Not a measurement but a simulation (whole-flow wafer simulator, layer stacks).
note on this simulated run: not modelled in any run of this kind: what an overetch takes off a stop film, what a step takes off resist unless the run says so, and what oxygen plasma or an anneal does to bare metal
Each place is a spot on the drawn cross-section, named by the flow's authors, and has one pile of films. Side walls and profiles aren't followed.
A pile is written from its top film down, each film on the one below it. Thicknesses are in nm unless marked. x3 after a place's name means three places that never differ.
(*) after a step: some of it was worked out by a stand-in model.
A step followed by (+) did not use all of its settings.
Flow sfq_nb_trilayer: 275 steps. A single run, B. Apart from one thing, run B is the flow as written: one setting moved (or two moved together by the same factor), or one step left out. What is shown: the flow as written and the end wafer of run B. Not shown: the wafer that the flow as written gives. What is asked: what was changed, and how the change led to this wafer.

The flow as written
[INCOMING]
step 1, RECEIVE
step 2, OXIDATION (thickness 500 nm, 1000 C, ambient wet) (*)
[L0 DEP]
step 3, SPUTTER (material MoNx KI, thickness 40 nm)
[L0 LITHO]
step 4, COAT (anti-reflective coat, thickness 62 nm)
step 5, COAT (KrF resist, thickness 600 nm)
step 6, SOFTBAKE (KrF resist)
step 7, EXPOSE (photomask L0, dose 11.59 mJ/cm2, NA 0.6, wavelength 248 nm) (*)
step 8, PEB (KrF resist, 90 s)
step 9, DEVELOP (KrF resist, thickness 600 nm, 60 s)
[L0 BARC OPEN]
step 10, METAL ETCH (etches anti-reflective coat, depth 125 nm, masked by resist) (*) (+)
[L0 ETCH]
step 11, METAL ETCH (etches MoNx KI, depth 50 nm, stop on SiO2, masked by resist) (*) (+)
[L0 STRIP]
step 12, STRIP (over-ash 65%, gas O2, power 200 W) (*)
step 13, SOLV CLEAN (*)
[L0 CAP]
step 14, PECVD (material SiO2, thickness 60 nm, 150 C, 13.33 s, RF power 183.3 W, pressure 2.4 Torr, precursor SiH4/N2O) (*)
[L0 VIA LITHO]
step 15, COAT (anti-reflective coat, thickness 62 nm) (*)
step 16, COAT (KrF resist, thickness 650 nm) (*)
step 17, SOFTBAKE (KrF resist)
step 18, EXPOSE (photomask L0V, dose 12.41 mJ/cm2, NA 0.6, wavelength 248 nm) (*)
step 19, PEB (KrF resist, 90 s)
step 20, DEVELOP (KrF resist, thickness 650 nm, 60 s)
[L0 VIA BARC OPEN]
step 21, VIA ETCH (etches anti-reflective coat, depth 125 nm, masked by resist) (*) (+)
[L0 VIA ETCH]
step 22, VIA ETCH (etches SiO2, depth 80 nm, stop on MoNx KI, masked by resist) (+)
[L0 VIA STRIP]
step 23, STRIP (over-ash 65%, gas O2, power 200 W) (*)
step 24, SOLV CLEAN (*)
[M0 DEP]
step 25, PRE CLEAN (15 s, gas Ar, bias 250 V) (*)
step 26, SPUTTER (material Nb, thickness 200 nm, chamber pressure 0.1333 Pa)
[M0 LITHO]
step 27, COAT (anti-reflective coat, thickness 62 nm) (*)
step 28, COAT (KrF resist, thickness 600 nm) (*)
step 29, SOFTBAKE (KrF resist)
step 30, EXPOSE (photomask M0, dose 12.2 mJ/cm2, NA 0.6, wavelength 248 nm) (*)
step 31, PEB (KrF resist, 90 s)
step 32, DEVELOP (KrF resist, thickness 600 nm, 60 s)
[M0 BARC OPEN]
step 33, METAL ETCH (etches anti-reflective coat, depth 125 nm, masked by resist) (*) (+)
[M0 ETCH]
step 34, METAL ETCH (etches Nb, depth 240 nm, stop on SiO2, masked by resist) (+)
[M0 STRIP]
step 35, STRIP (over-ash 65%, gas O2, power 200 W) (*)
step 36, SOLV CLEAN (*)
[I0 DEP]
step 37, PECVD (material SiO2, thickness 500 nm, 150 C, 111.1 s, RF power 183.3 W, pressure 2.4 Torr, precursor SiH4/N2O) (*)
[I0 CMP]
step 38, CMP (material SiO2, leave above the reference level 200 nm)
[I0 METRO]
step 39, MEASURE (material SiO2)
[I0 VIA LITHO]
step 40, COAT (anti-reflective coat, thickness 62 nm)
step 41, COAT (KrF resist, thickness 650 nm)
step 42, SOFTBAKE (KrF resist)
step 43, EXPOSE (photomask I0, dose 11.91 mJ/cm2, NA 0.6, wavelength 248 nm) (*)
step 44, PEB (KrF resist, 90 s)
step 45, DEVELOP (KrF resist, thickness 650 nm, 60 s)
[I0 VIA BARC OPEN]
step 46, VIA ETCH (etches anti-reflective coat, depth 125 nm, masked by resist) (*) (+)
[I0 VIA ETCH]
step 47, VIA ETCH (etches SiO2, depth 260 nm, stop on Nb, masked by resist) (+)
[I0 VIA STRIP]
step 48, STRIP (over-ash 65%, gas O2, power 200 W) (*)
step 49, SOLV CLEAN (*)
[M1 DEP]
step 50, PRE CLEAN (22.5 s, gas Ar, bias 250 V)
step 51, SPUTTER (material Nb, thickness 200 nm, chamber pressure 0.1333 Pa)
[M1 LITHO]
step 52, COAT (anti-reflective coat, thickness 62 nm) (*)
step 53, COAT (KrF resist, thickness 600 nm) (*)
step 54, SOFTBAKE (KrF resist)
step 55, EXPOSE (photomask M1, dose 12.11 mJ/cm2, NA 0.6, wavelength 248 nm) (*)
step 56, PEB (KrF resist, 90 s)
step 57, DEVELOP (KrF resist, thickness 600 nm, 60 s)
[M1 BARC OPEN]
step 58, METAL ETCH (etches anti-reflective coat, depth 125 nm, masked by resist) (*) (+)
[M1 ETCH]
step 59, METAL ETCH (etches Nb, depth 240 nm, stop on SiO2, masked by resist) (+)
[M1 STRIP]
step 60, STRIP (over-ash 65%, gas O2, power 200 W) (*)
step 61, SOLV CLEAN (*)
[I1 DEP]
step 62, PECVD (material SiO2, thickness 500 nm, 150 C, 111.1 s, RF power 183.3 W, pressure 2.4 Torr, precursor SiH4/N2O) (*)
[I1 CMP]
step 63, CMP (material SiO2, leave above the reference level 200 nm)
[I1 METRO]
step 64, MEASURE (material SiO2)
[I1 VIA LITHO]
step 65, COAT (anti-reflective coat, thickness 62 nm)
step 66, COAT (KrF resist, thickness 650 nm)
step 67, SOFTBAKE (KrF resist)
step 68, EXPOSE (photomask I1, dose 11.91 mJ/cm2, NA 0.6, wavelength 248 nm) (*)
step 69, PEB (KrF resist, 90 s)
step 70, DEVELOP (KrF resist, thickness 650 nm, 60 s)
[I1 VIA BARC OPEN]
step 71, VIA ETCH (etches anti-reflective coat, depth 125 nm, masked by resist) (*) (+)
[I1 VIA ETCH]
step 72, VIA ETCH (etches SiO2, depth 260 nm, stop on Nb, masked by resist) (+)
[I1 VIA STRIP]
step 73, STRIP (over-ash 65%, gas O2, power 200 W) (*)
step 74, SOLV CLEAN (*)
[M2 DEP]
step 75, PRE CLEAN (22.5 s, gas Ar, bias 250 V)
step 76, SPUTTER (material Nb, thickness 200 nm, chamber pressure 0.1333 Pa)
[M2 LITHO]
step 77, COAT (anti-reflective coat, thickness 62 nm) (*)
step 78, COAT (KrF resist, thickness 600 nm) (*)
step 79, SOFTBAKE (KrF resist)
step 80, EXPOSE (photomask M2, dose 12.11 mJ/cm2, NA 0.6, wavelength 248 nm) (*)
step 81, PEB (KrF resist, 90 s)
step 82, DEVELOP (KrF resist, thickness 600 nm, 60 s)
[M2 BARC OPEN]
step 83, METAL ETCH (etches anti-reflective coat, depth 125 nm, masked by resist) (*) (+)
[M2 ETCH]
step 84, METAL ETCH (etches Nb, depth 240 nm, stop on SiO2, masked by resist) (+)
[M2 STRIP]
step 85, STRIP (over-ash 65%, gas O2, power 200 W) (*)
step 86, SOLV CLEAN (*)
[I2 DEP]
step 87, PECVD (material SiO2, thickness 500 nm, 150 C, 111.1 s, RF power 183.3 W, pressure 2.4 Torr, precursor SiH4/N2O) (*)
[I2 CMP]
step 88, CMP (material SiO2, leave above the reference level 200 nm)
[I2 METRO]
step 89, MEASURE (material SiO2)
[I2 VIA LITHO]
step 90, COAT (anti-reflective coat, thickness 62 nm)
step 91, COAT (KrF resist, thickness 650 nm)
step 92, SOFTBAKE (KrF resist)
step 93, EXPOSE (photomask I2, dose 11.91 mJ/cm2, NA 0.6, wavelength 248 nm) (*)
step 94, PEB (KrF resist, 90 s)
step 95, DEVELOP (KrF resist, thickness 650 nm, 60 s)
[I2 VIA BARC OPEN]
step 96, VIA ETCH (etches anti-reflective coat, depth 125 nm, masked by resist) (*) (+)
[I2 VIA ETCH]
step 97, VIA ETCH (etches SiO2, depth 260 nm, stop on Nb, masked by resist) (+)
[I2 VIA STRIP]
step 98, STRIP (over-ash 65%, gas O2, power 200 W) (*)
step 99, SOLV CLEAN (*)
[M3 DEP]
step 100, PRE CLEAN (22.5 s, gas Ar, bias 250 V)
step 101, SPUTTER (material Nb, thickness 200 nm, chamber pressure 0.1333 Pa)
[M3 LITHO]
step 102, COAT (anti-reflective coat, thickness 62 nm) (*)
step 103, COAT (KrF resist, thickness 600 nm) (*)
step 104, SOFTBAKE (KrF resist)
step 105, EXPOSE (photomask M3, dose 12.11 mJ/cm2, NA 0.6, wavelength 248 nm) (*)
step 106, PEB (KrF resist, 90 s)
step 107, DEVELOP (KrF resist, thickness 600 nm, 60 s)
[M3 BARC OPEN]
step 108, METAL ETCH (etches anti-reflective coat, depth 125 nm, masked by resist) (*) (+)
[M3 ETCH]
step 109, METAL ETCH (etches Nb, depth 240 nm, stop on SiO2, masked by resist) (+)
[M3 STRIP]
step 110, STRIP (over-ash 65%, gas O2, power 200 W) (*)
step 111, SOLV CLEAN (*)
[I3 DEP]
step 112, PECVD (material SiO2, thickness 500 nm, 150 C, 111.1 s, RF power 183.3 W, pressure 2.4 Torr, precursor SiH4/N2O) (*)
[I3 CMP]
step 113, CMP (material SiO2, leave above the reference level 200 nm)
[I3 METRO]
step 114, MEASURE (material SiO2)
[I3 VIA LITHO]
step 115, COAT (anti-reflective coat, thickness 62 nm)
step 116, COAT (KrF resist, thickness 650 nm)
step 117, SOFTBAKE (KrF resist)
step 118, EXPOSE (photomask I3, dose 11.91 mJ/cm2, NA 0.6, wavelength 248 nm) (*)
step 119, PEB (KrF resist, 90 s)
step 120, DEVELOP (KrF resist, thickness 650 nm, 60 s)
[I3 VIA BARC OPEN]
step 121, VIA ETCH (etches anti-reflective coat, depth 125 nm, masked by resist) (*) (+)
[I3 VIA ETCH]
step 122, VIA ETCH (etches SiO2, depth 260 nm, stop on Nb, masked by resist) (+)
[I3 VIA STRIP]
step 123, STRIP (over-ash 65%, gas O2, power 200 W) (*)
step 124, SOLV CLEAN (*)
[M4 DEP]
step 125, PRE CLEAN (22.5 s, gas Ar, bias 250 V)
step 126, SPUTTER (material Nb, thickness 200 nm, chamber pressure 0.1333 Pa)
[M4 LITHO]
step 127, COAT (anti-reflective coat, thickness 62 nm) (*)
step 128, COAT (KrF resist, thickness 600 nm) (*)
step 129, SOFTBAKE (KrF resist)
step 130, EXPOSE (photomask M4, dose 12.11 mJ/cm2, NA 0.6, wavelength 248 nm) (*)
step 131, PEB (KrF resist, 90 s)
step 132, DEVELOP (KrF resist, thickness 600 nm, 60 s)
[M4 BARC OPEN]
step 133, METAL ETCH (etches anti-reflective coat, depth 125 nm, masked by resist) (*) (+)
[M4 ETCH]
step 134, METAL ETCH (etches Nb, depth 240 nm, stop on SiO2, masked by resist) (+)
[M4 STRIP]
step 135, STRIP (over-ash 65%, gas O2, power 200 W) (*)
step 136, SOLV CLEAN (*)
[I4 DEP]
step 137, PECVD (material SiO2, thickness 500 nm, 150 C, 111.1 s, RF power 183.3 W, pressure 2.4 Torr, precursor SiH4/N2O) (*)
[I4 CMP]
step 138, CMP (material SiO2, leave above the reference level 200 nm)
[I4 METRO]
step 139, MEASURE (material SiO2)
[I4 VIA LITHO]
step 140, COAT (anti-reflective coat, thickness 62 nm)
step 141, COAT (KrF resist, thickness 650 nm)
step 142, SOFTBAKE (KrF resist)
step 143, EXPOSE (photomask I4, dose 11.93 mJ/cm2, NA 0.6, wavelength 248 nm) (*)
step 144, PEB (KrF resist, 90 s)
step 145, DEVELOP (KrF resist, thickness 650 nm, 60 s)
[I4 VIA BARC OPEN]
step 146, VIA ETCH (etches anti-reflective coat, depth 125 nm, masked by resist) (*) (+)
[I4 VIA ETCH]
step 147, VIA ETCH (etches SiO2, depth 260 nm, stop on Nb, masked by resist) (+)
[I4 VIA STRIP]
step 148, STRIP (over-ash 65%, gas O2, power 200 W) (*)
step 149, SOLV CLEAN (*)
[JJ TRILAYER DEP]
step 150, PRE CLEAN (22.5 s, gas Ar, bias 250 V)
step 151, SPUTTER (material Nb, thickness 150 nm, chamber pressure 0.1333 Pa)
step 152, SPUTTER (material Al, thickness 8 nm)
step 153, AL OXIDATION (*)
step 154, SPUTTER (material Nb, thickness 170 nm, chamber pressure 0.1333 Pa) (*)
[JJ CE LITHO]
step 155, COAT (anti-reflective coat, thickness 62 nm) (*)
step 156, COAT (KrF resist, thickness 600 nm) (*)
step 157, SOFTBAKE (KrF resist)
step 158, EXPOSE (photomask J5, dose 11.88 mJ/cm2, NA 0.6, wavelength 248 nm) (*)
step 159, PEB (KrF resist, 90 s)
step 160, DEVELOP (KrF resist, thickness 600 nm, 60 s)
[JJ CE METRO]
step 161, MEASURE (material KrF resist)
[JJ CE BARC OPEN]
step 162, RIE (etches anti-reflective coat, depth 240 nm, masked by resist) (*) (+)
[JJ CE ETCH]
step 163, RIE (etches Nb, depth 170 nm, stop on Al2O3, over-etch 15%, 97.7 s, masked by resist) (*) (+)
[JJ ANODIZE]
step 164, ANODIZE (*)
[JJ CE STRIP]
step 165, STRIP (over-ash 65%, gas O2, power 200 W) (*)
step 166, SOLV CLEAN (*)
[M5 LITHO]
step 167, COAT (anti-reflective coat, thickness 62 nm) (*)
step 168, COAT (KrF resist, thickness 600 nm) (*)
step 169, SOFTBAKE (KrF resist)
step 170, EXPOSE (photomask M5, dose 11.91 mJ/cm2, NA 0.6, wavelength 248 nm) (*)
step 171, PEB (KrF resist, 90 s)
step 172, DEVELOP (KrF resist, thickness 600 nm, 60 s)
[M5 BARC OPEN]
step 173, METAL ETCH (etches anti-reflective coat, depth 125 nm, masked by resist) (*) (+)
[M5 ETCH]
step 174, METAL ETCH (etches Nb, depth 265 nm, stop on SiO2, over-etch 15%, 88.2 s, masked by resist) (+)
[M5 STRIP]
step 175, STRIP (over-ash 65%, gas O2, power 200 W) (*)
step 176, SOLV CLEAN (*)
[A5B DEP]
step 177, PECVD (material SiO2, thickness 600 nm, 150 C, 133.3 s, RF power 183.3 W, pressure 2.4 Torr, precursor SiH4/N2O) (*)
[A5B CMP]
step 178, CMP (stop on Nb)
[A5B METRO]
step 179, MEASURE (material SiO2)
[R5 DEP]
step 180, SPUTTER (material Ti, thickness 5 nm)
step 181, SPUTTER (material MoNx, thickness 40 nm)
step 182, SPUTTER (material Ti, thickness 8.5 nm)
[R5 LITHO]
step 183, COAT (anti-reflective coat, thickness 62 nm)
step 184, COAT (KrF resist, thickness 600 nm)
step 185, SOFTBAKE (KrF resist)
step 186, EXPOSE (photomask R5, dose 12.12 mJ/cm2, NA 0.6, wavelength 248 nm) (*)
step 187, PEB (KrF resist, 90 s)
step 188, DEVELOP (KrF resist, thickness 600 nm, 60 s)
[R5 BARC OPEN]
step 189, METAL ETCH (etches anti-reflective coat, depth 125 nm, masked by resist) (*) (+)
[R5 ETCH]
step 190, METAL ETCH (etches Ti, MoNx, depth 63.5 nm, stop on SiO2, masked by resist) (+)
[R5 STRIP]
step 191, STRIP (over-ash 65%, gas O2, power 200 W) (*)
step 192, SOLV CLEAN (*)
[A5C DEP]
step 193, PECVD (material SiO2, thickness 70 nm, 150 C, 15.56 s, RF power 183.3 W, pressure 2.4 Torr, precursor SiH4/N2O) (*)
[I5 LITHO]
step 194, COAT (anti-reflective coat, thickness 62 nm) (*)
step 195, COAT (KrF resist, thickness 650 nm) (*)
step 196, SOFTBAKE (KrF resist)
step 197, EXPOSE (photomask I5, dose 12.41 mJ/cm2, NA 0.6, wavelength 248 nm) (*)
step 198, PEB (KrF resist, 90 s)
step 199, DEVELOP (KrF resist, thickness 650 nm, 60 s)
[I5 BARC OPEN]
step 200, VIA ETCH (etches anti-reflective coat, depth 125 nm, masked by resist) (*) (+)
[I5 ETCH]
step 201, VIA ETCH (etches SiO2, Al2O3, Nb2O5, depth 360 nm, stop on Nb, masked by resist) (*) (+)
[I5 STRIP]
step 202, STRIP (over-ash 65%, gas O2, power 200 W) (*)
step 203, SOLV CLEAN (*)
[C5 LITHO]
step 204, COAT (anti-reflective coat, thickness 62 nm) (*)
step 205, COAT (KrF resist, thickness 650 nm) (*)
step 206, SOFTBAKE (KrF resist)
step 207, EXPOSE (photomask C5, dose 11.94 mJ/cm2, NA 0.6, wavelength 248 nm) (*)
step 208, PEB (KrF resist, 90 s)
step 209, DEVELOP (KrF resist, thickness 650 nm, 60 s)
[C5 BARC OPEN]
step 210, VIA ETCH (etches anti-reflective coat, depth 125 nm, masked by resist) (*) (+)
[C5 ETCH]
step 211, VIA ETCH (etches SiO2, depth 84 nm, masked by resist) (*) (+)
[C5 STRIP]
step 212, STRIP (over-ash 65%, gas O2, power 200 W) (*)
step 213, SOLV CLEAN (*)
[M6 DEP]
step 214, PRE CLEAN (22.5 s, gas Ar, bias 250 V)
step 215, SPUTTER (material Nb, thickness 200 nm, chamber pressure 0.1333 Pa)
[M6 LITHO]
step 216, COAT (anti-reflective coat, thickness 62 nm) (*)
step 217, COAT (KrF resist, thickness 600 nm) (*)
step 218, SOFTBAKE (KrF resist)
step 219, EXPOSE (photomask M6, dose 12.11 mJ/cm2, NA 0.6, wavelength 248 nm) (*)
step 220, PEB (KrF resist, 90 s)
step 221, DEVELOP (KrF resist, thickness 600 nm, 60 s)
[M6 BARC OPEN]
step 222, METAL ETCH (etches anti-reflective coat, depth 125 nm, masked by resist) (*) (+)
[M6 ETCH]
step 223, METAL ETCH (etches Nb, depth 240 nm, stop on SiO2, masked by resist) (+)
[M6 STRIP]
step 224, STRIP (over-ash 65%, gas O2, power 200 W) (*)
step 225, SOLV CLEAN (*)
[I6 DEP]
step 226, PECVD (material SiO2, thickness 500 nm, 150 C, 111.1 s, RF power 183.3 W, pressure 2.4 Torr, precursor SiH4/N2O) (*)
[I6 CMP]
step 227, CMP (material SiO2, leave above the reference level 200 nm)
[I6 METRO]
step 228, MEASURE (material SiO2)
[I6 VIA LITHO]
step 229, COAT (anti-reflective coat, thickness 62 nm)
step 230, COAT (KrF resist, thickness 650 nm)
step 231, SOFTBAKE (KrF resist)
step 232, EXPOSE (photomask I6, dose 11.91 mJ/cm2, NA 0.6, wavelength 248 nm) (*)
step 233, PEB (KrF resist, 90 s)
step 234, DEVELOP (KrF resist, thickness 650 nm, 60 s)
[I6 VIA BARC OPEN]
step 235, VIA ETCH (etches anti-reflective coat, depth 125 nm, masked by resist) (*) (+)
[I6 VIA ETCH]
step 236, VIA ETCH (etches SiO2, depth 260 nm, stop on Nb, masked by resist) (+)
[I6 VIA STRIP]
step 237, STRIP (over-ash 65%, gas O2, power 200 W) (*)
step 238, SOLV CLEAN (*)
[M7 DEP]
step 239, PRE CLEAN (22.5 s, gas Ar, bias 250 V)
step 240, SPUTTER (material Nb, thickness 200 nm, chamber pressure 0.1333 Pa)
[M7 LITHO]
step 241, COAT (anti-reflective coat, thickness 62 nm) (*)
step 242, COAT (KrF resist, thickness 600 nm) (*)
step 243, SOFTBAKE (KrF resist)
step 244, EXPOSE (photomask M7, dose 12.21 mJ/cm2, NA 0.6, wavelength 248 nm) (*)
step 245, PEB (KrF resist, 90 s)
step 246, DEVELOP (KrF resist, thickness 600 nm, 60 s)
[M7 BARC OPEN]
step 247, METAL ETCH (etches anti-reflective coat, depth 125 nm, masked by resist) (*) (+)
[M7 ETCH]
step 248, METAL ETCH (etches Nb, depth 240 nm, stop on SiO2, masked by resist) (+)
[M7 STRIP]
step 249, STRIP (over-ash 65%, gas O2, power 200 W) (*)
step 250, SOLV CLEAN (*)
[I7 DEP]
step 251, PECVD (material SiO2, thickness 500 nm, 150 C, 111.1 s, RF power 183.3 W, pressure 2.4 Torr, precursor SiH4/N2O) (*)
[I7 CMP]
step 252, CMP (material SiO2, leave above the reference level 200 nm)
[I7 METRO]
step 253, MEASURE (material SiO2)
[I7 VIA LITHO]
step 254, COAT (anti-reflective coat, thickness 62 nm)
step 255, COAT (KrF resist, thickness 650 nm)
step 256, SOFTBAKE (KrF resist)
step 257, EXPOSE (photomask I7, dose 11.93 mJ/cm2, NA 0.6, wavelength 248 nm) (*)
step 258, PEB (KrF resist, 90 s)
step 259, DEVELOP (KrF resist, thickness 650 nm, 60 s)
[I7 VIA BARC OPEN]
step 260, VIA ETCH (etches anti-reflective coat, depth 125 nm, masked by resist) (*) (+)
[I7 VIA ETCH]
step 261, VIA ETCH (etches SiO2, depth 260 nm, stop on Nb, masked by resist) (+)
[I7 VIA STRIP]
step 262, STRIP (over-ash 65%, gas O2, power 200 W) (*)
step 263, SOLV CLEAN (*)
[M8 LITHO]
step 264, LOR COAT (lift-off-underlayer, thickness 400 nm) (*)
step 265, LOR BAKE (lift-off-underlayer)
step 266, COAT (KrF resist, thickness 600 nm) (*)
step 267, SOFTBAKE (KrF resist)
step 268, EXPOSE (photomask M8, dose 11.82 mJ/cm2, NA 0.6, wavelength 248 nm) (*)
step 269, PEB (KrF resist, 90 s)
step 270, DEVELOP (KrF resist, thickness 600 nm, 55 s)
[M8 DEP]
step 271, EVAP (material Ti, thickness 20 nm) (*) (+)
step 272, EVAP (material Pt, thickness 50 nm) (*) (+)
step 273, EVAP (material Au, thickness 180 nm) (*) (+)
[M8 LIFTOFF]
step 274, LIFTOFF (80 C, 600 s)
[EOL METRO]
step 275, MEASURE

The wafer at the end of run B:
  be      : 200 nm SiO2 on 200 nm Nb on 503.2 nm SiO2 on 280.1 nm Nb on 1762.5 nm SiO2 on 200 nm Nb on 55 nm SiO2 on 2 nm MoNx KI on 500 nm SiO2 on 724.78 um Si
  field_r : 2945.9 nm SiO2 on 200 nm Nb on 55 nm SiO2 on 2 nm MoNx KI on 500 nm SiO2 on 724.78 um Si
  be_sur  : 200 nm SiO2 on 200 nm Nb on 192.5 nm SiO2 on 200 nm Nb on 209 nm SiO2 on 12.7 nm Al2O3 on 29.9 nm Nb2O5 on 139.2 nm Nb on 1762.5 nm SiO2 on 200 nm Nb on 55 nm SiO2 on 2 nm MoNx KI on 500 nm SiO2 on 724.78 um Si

The reason: step 3, SPUTTER: thickness 52 nm was run, whereas the flow has thickness 40 nm.

The path from the change to this, step by step:
  step 3, SPUTTER (material MoNx KI, thickness 40 nm)
      field_l, v_sur, via_wl and 103 more: +52 MoNx KI (new film) (as written it would have been: +40 MoNx KI (new film))
  step 11, METAL ETCH (etches MoNx KI, depth 50 nm, stop on SiO2, masked by resist) (*) (+)
      v_sur, via_wl, via_w and 97 more: -50 MoNx KI (as written it would have been: -40 MoNx KI (all of it))
  step 14, PECVD (material SiO2, thickness 60 nm, 150 C, 13.33 s, RF power 183.3 W, pressure 2.4 Torr, precursor SiH4/N2O) (*)
      v_sur, via_wl, via_w and 97 more: +60 SiO2 (new film) (as written it would have been: +60 SiO2)
  step 15, COAT (anti-reflective coat, thickness 62 nm) (*)
      field_l: +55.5 anti-reflective coat (new film) (as written it would have been: +56.7 anti-reflective coat (new film))
      v_sur: +74.9 anti-reflective coat (new film) (as written it would have been: +72.2 anti-reflective coat (new film))
      (and at 2 other places as well)
  step 23, STRIP (over-ash 65%, gas O2, power 200 W) (*)
      field_l: -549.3 KrF resist (all of it), -55.5 anti-reflective coat (all of it) (as written it would have been: -551.4 KrF resist (all of it), -56.7 anti-reflective coat (all of it))
      v_sur: -573.1 KrF resist (all of it), -74.9 anti-reflective coat (all of it) (as written it would have been: -570.5 KrF resist (all of it), -72.2 anti-reflective coat (all of it))
      (and at 2 other places as well)
  step 27, COAT (anti-reflective coat, thickness 62 nm) (*)
      v_sur: +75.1 anti-reflective coat (new film) (as written it would have been: +72.3 anti-reflective coat (new film))
      l0_sur: +46.5 anti-reflective coat (new film) (as written it would have been: +47.5 anti-reflective coat (new film))
      (and at 1 other place as well)
  step 35, STRIP (over-ash 65%, gas O2, power 200 W) (*)
      v_sur: -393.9 KrF resist (all of it), -75.1 anti-reflective coat (all of it) (as written it would have been: -391.6 KrF resist (all of it), -72.3 anti-reflective coat (all of it))
      l0_sur: -369.2 KrF resist (all of it), -46.5 anti-reflective coat (all of it) (as written it would have been: -372 KrF resist (all of it), -47.5 anti-reflective coat (all of it))
      (and at 1 other place as well)
  step 38, CMP (material SiO2, leave above the reference level 200 nm)
      field_l, l0_sur, l0r_line_l, l0r_line_c, l0r_line_r: -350 SiO2 (as written it would have been: -340 SiO2)
      l0v: -287.8 SiO2 (as written it would have been: -277.8 SiO2)
With metal films that touch counted as one body, be has 4 bodies (between them, from the top down: SiO2 503.2; SiO2 1762.5; SiO2 55); the flow as written gives 3 bodies (between them, from the top down: SiO2 503.2; SiO2 1762.5).
With metal films that touch counted as one body, field_r has 2 bodies (between them, from the top down: SiO2 55); the flow as written gives 1 body.
With metal films that touch counted as one body, be_sur has 5 bodies (between them, from the top down: SiO2 192.5; SiO2 209 / Al2O3 12.7 / Nb2O5 29.9; SiO2 1762.5; SiO2 55); the flow as written gives 4 bodies (between them, from the top down: SiO2 192.5; SiO2 209 / Al2O3 12.7 / Nb2O5 29.9; SiO2 1762.5).
